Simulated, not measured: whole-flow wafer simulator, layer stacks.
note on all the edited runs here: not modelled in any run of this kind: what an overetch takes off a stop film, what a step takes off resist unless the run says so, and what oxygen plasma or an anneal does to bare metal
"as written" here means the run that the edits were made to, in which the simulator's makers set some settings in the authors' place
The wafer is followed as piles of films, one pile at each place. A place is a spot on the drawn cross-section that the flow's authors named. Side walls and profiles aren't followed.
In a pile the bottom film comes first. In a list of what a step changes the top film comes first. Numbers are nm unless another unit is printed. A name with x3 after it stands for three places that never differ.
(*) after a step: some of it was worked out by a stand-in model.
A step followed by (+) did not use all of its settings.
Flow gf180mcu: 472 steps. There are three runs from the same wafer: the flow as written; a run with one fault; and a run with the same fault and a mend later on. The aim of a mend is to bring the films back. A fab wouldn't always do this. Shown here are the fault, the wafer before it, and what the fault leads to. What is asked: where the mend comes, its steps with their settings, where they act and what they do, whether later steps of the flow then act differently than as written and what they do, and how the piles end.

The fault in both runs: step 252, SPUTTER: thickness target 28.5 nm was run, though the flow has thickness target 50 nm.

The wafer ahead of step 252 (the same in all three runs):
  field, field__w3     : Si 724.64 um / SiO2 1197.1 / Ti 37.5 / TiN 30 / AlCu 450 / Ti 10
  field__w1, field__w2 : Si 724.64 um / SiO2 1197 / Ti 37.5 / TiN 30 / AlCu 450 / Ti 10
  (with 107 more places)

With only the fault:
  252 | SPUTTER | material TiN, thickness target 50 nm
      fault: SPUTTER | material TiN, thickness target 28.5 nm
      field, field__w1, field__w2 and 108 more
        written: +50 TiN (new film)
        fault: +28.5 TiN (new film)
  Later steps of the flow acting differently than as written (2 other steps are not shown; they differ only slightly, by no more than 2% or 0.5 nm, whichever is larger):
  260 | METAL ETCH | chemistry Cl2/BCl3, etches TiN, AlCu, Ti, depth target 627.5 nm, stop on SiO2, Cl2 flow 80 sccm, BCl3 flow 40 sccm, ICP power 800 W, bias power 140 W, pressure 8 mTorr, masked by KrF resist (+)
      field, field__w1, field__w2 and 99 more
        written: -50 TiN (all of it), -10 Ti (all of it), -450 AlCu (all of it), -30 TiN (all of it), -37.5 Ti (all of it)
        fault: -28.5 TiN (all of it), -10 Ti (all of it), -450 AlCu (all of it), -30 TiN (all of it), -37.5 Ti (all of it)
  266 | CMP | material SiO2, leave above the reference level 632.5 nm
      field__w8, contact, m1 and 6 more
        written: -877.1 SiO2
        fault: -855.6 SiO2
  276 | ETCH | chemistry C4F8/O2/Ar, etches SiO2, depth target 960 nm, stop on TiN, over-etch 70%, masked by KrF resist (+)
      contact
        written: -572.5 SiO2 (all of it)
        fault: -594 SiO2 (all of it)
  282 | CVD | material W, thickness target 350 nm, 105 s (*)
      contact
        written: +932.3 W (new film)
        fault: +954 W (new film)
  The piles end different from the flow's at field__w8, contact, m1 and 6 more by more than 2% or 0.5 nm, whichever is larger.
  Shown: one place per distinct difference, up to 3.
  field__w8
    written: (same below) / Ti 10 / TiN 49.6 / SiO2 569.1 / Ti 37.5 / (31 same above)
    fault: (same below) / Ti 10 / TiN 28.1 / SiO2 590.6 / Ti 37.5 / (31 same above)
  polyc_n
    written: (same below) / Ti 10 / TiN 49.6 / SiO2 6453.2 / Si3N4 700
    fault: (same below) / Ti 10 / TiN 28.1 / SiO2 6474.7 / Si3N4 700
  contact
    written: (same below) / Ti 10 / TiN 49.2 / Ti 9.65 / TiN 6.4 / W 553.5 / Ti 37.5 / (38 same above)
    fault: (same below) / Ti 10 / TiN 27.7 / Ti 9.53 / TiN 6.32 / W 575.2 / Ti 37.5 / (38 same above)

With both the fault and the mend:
  After step 252 comes the mend.
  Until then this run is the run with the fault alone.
  252a | SPUTTER | material TiN, thickness target 21.5 nm (the flow's step 252 again, with other settings)
      field, field__w1, field__w2 and 108 more
        +21.5 TiN
  None of the later steps of the flow acts differently than as written at any place that is followed.
  At every place that both follow, the piles at the end match the flow's.
